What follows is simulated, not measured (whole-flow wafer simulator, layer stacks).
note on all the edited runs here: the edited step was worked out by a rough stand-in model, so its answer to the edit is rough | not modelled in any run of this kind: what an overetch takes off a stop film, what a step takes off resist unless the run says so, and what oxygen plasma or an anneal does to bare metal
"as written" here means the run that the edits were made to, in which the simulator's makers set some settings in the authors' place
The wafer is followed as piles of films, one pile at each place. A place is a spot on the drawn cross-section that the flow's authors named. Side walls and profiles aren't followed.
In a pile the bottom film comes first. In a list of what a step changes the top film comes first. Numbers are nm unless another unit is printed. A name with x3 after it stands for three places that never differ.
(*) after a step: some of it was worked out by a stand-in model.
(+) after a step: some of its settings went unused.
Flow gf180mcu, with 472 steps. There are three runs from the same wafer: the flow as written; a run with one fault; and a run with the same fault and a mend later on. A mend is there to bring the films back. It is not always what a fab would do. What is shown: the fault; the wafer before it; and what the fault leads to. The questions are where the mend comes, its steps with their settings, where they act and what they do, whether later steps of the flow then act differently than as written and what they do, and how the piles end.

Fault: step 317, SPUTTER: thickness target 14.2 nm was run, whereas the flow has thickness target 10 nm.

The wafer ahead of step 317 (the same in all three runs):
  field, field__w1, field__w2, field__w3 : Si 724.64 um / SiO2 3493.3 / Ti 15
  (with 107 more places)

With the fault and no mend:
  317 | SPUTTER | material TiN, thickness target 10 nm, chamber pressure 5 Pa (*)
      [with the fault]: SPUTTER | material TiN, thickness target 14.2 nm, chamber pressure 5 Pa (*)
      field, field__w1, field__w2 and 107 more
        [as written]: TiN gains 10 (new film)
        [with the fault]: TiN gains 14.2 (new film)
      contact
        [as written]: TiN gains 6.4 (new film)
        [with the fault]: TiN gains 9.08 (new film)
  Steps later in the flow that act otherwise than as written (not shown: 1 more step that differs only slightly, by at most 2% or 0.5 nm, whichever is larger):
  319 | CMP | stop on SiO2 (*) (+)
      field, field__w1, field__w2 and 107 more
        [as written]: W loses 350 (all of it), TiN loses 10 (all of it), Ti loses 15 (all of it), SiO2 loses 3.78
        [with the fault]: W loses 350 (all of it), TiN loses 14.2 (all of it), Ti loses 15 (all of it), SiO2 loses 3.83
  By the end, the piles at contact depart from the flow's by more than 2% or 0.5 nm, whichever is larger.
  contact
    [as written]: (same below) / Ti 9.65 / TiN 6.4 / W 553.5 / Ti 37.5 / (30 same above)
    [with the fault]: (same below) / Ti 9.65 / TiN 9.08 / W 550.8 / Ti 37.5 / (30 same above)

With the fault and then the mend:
  After step 317 comes the mend.
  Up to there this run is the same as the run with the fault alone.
  317a | METAL ETCH | chemistry Cl2/BCl3, etches TiN, AlCu, Ti, depth target 4.2 nm, Cl2 flow 80 sccm, BCl3 flow 40 sccm, ICP power 800 W, bias power 140 W, pressure 8 mTorr (a further turn of the flow's step 260, with different settings)
      field, field__w1, field__w2 and 108 more
        TiN loses 4.2
  Every later step of the flow that is run acts as written, at every place that is followed, to within 2% or 0.5 nm, whichever is larger.
  By the end, the piles at contact depart from the flow's by more than 2% or 0.5 nm, whichever is larger.
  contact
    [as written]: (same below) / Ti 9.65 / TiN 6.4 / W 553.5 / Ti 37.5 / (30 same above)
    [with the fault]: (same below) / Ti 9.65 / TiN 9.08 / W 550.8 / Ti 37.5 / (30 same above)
    [with the mend]: (same below) / Ti 9.65 / TiN 4.88 / W 555 / Ti 37.5 / (30 same above)
